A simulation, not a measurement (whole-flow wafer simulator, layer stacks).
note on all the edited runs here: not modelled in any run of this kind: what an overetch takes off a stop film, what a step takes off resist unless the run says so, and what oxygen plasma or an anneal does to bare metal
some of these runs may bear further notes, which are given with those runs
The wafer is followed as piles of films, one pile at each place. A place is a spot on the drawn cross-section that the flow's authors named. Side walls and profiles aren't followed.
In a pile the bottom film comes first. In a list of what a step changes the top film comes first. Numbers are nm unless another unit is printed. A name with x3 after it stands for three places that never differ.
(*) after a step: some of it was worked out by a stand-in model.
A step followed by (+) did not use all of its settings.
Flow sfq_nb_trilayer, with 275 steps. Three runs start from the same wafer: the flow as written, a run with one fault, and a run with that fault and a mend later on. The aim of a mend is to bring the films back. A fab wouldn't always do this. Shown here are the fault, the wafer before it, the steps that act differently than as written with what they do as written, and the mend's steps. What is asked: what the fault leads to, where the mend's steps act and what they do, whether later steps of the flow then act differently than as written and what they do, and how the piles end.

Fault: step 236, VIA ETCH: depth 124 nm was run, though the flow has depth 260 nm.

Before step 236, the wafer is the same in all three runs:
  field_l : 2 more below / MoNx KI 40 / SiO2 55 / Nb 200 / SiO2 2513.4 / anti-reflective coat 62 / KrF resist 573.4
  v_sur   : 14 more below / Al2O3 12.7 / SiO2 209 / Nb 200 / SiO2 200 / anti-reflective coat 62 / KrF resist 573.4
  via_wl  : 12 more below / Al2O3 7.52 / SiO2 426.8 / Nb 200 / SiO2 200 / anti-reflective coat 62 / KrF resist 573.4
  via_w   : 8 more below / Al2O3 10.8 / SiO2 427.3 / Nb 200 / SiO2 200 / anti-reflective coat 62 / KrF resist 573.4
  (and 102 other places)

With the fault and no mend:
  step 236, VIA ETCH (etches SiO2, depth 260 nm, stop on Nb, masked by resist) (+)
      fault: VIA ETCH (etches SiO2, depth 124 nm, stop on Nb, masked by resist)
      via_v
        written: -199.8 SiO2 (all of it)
        fault: -124 SiO2
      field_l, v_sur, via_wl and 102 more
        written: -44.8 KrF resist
        fault: -21.4 KrF resist
  Steps further on in the flow that do not act as written (not shown: 3 more steps that differ only slightly, by at most 2% or 0.5 nm, whichever is larger):
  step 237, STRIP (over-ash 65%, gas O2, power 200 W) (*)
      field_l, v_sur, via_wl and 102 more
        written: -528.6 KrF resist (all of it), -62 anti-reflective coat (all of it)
        fault: -552.1 KrF resist (all of it), -62 anti-reflective coat (all of it)
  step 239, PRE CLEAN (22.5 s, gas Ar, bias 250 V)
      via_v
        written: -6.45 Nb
        fault: -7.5 SiO2
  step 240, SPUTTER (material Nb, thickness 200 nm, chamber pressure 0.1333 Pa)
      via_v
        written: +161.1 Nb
        fault: +179.4 Nb (new film)
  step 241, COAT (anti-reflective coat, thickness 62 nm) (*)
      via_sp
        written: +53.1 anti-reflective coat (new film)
        fault: +54.5 anti-reflective coat (new film)
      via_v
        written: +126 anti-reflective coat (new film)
        fault: +108.2 anti-reflective coat (new film)
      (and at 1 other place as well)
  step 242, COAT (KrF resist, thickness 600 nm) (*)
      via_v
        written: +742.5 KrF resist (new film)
        fault: +679.7 KrF resist (new film)
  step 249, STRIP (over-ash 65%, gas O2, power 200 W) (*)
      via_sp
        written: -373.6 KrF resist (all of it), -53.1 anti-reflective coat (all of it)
        fault: -378.9 KrF resist (all of it), -54.5 anti-reflective coat (all of it)
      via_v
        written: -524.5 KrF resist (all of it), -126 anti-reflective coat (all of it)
        fault: -461.8 KrF resist (all of it), -108.2 anti-reflective coat (all of it)
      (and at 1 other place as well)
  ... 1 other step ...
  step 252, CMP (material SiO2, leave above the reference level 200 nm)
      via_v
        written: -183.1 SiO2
        fault: -157.1 SiO2
  At via_v, the piles at the end differ from the flow's by more than 2% or 0.5 nm, whichever is larger.
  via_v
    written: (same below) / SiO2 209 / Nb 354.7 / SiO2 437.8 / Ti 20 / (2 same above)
    fault: (same below) / SiO2 209 / Nb 200 / SiO2 68.3 / Nb 179.4 / SiO2 344.8 / Ti 20 / (2 same above)

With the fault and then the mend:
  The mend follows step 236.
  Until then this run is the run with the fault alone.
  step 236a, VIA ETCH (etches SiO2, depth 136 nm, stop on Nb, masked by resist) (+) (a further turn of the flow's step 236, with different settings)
      field_l, v_sur, via_wl and 102 more
        -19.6 KrF resist
      via_v
        -75.8 SiO2 (all of it)
  Every later step of the flow that is run acts as written, at every place that is followed, to within 2% or 0.5 nm, whichever is larger.
  By the end, the piles equal the flow's at every place that both follow.
